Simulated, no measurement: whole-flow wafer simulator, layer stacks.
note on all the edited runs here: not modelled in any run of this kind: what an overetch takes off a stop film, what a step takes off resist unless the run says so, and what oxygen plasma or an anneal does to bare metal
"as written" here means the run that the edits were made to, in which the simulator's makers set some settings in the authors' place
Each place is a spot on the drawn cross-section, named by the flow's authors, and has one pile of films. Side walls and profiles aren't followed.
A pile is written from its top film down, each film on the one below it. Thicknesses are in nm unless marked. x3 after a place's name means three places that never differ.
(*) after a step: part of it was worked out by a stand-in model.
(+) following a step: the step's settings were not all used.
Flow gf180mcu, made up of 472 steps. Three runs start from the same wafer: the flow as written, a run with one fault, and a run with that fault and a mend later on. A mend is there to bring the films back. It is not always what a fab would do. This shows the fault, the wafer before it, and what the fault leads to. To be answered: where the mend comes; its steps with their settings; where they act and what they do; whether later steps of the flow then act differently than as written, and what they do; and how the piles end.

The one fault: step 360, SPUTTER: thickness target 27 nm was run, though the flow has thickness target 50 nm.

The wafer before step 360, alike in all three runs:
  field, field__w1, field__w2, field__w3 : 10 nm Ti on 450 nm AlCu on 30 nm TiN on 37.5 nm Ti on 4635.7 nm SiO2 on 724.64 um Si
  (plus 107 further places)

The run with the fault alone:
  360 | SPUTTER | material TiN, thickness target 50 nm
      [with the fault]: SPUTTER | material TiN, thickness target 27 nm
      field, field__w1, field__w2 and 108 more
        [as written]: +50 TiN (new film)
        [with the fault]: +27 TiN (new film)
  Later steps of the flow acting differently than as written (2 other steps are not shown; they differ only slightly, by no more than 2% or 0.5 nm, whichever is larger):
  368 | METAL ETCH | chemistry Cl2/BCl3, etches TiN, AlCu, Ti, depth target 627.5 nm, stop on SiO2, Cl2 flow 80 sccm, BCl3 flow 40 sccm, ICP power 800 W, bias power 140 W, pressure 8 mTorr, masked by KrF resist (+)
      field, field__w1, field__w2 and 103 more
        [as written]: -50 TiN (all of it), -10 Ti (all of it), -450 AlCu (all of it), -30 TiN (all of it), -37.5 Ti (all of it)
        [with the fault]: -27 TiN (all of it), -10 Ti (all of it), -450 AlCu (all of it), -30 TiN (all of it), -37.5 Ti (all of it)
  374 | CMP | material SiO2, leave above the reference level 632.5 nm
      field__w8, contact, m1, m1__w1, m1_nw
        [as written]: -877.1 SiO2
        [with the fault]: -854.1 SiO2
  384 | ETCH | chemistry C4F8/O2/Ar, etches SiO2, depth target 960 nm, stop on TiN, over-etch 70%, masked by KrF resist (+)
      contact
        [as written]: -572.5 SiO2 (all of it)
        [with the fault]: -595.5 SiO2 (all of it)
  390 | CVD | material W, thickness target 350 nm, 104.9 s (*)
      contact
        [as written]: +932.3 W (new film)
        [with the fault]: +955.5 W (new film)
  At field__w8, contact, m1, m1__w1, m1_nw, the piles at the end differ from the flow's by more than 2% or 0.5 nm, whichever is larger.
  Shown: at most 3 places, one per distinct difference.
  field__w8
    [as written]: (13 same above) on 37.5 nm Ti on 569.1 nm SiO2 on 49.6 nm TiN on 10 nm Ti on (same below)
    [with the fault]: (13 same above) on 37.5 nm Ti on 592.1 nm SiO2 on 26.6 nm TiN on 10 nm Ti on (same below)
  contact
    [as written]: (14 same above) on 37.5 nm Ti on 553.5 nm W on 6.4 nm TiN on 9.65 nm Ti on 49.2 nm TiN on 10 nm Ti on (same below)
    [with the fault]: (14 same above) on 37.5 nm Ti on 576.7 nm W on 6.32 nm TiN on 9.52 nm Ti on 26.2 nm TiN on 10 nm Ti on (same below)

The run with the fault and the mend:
  After step 360 comes the mend.
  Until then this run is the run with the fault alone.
  360a | SPUTTER | material TiN, thickness target 23 nm (the flow's step 360 again, with other settings)
      field, field__w1, field__w2 and 108 more
        +23 TiN
  Later steps of the flow that are run all act as written at every place that is followed.
  The piles end the same as the flow's at every place that both follow.
